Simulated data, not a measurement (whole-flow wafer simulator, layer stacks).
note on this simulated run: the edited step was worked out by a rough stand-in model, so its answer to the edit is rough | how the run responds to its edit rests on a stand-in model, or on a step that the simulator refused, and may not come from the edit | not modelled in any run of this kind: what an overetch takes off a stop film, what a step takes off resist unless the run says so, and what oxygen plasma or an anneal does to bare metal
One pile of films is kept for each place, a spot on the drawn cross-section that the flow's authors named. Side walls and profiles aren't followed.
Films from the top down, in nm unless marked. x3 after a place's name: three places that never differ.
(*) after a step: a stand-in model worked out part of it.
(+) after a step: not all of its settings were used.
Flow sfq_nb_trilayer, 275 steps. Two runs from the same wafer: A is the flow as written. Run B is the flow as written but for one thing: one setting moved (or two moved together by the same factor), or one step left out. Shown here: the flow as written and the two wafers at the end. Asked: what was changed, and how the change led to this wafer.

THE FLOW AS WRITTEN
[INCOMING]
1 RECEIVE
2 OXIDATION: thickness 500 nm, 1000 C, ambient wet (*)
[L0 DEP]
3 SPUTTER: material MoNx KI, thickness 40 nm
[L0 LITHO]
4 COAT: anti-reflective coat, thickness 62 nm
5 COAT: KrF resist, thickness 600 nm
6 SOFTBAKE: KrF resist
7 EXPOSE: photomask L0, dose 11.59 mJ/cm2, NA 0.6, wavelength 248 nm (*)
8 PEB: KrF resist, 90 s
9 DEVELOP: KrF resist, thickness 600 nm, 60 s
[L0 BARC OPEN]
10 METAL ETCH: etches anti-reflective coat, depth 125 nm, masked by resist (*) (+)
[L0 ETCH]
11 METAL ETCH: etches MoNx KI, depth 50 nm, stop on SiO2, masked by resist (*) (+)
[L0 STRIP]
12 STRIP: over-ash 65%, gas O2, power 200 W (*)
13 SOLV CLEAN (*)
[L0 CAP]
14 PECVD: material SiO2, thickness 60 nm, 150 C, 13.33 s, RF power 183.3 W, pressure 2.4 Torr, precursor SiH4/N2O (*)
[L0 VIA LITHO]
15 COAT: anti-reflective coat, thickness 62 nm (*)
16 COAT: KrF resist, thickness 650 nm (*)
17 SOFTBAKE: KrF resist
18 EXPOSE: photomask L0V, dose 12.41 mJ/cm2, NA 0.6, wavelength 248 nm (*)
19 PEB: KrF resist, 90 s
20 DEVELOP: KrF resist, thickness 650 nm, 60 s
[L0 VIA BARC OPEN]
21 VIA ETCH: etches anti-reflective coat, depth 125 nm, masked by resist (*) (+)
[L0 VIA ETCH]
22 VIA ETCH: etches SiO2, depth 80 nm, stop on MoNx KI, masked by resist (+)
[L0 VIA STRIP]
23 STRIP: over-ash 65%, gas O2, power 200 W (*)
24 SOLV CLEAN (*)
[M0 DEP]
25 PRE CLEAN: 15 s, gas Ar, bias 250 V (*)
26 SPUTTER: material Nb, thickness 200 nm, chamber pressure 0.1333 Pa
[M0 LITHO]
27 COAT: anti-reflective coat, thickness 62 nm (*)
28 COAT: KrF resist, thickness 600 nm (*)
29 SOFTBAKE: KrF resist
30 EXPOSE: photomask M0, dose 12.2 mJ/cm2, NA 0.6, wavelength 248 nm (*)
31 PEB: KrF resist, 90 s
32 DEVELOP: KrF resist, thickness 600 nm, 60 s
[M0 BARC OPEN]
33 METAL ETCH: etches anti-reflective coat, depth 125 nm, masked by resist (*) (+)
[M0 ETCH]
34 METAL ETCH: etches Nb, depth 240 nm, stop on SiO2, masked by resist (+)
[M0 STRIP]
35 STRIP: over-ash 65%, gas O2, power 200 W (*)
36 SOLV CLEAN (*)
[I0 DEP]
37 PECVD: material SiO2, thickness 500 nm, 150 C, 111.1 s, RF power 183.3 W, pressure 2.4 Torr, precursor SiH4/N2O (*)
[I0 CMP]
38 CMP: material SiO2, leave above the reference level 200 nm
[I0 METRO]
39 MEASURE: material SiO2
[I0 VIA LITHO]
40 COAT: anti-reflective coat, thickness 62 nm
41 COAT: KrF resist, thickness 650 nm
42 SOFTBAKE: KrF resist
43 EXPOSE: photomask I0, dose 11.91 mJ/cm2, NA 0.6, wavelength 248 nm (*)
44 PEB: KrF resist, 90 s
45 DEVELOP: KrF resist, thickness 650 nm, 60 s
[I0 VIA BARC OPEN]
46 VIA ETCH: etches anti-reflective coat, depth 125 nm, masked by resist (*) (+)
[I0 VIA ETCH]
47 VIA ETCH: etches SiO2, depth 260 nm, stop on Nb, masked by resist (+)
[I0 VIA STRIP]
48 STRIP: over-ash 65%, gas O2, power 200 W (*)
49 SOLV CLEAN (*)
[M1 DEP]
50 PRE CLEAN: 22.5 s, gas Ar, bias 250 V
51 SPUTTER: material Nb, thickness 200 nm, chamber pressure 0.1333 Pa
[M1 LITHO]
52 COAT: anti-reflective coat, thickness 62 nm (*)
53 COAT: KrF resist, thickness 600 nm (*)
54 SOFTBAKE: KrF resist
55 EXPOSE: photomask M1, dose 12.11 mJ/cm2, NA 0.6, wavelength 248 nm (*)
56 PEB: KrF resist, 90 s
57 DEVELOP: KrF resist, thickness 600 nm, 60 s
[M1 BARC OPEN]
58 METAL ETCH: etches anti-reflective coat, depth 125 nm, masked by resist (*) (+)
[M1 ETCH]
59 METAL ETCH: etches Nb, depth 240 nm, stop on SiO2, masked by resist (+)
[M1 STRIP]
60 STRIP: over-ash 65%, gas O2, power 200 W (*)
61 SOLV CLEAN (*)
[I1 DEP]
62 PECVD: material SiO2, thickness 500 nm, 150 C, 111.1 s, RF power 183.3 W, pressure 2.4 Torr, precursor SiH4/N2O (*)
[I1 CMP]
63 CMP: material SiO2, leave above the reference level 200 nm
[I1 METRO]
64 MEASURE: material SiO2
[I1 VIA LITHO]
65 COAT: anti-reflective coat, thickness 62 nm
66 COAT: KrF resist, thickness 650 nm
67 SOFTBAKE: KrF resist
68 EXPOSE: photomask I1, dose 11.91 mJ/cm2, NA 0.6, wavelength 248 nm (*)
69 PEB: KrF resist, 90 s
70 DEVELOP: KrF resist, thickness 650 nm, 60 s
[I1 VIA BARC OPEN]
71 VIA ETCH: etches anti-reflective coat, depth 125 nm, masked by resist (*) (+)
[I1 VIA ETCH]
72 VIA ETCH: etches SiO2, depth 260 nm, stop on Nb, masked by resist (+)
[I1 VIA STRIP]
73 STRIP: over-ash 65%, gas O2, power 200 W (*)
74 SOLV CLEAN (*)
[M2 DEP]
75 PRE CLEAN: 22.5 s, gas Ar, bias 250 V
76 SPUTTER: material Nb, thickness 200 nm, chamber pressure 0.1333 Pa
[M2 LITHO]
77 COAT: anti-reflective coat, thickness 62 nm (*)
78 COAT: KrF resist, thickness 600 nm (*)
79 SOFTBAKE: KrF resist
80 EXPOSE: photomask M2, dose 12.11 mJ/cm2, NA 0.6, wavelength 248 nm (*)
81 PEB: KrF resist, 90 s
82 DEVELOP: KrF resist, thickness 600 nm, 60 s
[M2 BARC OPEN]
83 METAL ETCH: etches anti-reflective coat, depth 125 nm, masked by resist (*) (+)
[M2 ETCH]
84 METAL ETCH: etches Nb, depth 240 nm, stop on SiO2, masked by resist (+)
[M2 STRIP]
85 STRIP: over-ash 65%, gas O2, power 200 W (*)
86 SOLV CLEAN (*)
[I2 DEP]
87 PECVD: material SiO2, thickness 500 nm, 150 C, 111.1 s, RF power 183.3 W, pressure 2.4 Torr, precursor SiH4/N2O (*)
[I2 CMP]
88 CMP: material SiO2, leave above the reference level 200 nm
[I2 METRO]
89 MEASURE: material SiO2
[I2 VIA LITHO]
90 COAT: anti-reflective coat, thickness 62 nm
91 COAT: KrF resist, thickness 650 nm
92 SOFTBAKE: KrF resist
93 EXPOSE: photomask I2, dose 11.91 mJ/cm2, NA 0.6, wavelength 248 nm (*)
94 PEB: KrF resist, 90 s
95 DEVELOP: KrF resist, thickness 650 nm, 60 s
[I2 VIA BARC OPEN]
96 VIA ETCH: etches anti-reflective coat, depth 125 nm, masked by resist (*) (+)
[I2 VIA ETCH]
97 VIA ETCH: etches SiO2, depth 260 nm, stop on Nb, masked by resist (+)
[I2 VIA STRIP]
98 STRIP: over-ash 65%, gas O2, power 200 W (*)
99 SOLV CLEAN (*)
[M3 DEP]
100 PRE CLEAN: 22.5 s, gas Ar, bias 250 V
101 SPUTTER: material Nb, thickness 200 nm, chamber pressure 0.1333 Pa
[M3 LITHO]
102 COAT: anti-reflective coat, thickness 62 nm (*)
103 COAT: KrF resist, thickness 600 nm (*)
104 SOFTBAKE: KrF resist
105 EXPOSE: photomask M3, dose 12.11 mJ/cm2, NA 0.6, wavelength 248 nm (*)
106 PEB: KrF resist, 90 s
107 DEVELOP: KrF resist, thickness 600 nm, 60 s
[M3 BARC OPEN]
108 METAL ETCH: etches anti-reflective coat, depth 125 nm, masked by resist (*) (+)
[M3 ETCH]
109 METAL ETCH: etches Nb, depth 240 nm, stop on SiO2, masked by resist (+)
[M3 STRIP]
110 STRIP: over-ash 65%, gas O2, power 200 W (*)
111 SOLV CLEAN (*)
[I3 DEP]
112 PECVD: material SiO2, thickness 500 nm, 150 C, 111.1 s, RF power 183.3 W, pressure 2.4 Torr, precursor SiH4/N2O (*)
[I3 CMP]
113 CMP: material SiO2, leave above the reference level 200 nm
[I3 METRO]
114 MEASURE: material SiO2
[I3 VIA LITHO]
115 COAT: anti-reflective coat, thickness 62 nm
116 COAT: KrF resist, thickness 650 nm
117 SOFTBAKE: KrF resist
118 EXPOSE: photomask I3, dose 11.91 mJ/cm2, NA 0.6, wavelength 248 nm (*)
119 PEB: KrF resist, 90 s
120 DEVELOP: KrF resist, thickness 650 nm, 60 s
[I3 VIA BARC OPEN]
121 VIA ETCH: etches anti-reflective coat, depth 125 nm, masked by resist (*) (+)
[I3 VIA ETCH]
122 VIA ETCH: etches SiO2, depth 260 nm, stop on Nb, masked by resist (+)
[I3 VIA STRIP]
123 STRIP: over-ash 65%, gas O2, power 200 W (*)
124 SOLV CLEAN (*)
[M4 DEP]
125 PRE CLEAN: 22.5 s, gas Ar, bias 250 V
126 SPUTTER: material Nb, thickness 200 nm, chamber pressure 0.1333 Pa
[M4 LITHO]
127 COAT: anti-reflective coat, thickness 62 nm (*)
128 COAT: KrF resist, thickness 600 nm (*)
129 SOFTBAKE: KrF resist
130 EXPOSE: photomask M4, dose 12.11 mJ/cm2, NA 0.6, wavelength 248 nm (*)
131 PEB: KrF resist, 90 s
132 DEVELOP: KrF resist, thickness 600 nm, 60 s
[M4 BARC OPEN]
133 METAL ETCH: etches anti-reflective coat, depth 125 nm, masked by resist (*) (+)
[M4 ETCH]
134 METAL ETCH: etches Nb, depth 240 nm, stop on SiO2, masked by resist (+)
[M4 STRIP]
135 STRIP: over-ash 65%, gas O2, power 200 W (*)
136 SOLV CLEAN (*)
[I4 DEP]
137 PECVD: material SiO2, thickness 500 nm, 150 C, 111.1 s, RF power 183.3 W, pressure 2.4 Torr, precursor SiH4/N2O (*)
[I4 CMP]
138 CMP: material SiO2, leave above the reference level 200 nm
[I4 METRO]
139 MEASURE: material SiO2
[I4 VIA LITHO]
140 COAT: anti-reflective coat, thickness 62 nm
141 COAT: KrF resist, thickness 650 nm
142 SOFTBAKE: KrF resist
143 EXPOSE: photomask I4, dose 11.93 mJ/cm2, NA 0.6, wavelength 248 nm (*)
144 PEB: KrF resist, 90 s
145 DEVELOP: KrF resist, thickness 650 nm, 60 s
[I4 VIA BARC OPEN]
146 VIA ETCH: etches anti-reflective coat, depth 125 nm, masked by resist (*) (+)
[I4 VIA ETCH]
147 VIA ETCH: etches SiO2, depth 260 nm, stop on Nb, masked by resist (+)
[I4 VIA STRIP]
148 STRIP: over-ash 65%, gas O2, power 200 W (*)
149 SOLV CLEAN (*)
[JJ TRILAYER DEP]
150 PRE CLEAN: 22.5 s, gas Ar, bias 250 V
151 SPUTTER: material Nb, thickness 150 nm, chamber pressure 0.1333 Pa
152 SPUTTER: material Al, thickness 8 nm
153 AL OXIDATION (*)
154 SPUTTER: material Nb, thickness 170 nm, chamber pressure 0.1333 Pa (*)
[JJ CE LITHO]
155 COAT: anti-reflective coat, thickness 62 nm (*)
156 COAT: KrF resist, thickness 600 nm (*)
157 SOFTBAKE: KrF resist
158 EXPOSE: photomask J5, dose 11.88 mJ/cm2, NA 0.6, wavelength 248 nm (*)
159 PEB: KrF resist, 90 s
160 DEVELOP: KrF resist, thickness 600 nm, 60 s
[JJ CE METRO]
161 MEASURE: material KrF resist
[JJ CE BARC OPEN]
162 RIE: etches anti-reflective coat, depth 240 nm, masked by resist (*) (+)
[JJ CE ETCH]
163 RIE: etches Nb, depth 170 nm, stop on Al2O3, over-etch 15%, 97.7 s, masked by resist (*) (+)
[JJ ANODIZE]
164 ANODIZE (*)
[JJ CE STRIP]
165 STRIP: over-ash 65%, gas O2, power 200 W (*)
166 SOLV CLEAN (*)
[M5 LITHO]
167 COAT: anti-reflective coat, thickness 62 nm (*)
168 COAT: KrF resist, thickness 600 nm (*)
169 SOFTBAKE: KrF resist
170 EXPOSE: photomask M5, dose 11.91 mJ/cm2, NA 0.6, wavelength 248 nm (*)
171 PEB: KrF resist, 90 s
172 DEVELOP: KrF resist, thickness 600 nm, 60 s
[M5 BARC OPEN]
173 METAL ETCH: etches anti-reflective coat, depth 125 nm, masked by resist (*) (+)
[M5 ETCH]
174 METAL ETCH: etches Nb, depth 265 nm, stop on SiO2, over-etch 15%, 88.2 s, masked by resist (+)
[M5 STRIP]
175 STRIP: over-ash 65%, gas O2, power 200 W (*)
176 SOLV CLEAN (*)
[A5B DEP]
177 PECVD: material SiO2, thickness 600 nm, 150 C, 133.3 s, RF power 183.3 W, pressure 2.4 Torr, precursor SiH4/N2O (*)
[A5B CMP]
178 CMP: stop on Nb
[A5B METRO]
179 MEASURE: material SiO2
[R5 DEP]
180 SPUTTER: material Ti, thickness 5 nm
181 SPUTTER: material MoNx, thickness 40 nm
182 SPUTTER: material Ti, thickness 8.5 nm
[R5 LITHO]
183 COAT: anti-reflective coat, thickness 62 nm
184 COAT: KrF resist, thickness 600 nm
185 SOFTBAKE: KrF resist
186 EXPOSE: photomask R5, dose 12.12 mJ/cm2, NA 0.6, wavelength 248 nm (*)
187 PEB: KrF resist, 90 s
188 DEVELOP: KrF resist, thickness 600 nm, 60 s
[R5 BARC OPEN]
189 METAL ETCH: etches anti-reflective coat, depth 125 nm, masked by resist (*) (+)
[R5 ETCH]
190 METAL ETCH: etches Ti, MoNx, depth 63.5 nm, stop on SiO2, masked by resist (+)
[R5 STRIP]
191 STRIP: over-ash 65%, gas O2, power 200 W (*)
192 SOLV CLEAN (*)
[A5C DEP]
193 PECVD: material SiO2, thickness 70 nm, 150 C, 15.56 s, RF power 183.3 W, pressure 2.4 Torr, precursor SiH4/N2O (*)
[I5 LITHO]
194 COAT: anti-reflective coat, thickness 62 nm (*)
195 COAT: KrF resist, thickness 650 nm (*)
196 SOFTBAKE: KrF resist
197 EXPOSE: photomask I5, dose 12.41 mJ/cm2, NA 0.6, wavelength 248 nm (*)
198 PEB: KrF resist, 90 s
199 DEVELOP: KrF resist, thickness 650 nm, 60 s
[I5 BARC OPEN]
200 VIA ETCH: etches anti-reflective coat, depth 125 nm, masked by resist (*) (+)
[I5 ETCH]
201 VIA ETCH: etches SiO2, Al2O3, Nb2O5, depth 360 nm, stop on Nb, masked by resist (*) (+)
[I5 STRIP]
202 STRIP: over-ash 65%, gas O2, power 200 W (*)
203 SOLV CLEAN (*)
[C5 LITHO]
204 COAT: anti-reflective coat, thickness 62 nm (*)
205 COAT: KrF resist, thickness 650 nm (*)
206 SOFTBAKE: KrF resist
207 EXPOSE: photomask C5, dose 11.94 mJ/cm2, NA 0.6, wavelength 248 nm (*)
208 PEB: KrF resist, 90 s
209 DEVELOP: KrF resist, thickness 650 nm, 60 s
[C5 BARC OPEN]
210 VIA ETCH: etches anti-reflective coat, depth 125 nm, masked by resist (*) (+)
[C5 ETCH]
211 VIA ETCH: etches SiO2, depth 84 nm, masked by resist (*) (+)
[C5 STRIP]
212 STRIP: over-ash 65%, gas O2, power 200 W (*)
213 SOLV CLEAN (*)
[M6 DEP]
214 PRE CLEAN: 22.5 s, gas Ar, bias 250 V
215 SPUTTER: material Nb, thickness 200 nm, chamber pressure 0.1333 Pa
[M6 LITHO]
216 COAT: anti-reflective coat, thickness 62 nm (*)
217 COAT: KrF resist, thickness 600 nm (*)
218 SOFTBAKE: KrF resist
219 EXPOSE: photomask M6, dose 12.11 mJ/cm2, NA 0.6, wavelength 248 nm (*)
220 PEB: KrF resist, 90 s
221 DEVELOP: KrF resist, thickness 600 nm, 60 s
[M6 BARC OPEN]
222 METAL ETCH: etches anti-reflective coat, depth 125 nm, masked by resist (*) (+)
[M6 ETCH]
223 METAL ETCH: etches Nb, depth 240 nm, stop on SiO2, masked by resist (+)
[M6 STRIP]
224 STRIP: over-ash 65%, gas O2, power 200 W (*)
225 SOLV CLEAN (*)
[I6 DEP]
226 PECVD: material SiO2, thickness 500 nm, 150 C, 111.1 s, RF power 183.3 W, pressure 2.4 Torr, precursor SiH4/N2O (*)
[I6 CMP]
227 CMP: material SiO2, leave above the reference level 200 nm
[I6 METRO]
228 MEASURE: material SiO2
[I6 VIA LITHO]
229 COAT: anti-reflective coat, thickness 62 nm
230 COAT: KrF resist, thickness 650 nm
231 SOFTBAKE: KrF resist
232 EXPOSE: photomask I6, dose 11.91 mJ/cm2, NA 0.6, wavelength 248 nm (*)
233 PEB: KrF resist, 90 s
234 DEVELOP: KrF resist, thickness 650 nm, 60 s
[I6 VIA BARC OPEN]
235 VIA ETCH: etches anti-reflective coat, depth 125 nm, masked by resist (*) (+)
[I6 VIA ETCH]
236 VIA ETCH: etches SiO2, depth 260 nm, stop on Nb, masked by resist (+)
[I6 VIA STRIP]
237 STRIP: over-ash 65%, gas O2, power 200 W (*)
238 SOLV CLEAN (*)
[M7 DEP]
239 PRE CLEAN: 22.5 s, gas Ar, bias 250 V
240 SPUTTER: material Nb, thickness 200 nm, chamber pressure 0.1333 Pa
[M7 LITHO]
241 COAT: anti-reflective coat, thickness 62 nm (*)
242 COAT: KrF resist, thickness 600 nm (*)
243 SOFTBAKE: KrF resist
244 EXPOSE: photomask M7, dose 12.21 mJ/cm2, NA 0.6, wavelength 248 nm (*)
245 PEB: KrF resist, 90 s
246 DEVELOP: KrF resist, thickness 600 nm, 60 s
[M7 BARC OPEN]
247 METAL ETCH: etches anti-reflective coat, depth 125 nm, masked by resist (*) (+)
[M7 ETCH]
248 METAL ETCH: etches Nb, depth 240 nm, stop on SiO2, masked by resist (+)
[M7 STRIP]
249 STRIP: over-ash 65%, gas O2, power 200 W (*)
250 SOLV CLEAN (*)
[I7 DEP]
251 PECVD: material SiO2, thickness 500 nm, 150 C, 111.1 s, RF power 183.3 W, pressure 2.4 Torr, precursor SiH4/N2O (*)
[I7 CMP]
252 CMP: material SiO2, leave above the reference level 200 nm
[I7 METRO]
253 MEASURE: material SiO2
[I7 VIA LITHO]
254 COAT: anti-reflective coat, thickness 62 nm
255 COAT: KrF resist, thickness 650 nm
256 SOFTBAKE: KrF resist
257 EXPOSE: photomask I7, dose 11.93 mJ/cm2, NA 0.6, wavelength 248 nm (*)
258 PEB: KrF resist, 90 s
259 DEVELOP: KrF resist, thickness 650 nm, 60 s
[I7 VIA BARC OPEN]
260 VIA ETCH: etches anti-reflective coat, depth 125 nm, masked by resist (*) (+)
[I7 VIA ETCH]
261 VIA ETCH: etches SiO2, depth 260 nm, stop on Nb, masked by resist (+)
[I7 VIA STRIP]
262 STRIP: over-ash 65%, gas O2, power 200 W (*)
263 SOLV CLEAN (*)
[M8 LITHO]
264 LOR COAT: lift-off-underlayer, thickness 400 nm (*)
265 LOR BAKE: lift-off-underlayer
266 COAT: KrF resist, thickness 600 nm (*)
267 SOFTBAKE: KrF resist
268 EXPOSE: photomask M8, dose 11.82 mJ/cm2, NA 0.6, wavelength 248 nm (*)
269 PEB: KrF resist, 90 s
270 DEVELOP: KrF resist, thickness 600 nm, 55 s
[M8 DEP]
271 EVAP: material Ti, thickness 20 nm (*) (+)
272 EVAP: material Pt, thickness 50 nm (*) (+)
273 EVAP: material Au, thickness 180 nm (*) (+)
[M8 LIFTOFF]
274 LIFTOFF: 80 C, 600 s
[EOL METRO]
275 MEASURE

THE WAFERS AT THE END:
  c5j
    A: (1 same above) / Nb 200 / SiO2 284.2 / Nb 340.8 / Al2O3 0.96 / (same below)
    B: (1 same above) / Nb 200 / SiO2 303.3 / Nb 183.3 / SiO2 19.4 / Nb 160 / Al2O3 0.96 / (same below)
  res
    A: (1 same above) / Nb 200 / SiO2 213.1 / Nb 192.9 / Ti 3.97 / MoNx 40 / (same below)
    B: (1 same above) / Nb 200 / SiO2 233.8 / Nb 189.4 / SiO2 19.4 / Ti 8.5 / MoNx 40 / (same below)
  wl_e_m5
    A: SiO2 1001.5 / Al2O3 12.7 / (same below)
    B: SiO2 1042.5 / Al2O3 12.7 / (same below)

The cause: step 193, PECVD: thickness 111 nm was run, where the flow has thickness 70 nm; step 193, PECVD: 24.73 s was run, where the flow has 15.56 s.

How the change led to this, step by step:
  193 PECVD: material SiO2, thickness 70 nm, 150 C, 15.56 s, RF power 183.3 W, pressure 2.4 Torr, precursor SiH4/N2O (*)
      field_l, v_sur, via_wl and 92 more: A SiO2 +70 | B SiO2 +111
      ce_l, c5j, ce_r and 8 more: A SiO2 +70 (new film) | B SiO2 +111 (new film)
  201 VIA ETCH: etches SiO2, Al2O3, Nb2O5, depth 360 nm, stop on Nb, masked by resist (*) (+)
      be: A SiO2 -216.4 (all of it), Al2O3 -12.7 (all of it), Nb2O5 -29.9 (all of it) | B SiO2 -257.4 (all of it), Al2O3 -12.7 (all of it), Nb2O5 -29.9 (all of it)
  204 COAT: anti-reflective coat, thickness 62 nm (*)
      wire: A anti-reflective coat +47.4 (new film) | B anti-reflective coat +46.4 (new film)
      be: A anti-reflective coat +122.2 (new film) | B anti-reflective coat +128.1 (new film)
      (and at 1 more place)
  205 COAT: KrF resist, thickness 650 nm (*)
      be: A KrF resist +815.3 (new film) | B KrF resist +844.8 (new film)
  211 VIA ETCH: etches SiO2, depth 84 nm, masked by resist (*) (+)
      c5j: A SiO2 -69.9 (all of it), Nb -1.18 | B SiO2 -84
      res: A SiO2 -69.9 (all of it) | B SiO2 -84
  212 STRIP: over-ash 65%, gas O2, power 200 W (*)
      wire: A KrF resist -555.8 (all of it), anti-reflective coat -47.4 (all of it) | B KrF resist -553.3 (all of it), anti-reflective coat -46.4 (all of it)
      be: A KrF resist -728.2 (all of it), anti-reflective coat -122.2 (all of it) | B KrF resist -757.6 (all of it), anti-reflective coat -128.1 (all of it)
      (and at 1 more place)
  214 PRE CLEAN: 22.5 s, gas Ar, bias 250 V
      c5j: A Nb -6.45 | B SiO2 -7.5
      res: A Ti -4.53 | B SiO2 -7.5
  215 SPUTTER: material Nb, thickness 200 nm, chamber pressure 0.1333 Pa
      c5j: A Nb +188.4 | B Nb +183.3 (new film)
      be: A Nb +147.3 | B Nb +138.3
  216 COAT: anti-reflective coat, thickness 62 nm (*)
      wire: A anti-reflective coat +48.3 (new film) | B anti-reflective coat +46.8 (new film)
      be: A anti-reflective coat +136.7 (new film) | B anti-reflective coat +143.7 (new film)
      (and at 6 more places)
  217 COAT: KrF resist, thickness 600 nm (*)
      be: A KrF resist +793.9 (new film) | B KrF resist +836.7 (new film)
  224 STRIP: over-ash 65%, gas O2, power 200 W (*)
      wire: A KrF resist -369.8 (all of it), anti-reflective coat -48.3 (all of it) | B KrF resist -370.9 (all of it), anti-reflective coat -46.8 (all of it)
      be: A KrF resist -575.8 (all of it), anti-reflective coat -136.7 (all of it) | B KrF resist -618.5 (all of it), anti-reflective coat -143.7 (all of it)
      (and at 6 more places)
  226 PECVD: material SiO2, thickness 500 nm, 150 C, 111.1 s, RF power 183.3 W, pressure 2.4 Torr, precursor SiH4/N2O (*)
      be: A SiO2 +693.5 (new film) | B SiO2 +290.5 (new film), void +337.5 (new film), SiO2 +232.7 (new film)
      c5j: A SiO2 +514.7 (new film) | B SiO2 +533.8 (new film)
  227 CMP: material SiO2, leave above the reference level 200 nm
      be: A SiO2 -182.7 | B SiO2 -290.5 (all of it), void -337.5 (all of it)
      res: A SiO2 -279.4 | B SiO2 -258.7
  229 COAT: anti-reflective coat, thickness 62 nm
      via_sp, ce_l: A anti-reflective coat +62 (new film) | B anti-reflective coat +60.5 (new film)
      via_v, gap: A anti-reflective coat +62 (new film) | B anti-reflective coat +60.1 (new film)
      (and at 5 more places)
  230 COAT: KrF resist, thickness 650 nm
      be: A KrF resist +650 (new film) | B KrF resist +863.9 (new film)
      gap: A KrF resist +650 (new film) | B KrF resist +635.8 (new film)
  233 PEB: KrF resist, 90 s
      be: A KrF resist -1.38 | B KrF resist -1.92
  ... 15 more steps ...
  274 LIFTOFF: 80 C, 600 s
      be: A Au -180 (all of it), Pt -50 (all of it), Ti -20 (all of it), KrF resist -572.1 (all of it), lift-off-underlayer -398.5 (all of it) | B Au -180 (all of it), Pt -50 (all of it), Ti -20 (all of it), KrF resist -600.1 (all of it), lift-off-underlayer -608.6 (all of it)
      be_sur: A Au -180 (all of it), Pt -50 (all of it), Ti -20 (all of it), KrF resist -572.6 (all of it), lift-off-underlayer -398.9 (all of it) | B Au -180 (all of it), Pt -50 (all of it), Ti -20 (all of it), KrF resist -582.6 (all of it), lift-off-underlayer -376.7 (all of it)
Counting metal films that touch as one body, c5j has 5 bodies (between them, from the top down: SiO2 303.3; SiO2 19.4; Al2O3 0.96; SiO2 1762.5); the flow as written gives 4 bodies (between them, from the top down: SiO2 284.2; Al2O3 0.96; SiO2 1762.5).
Counting metal films that touch as one body, res has 4 bodies (between them, from the top down: SiO2 233.8; SiO2 19.4; SiO2 2090.9); the flow as written gives 3 bodies (between them, from the top down: SiO2 213.1; SiO2 2090.9).
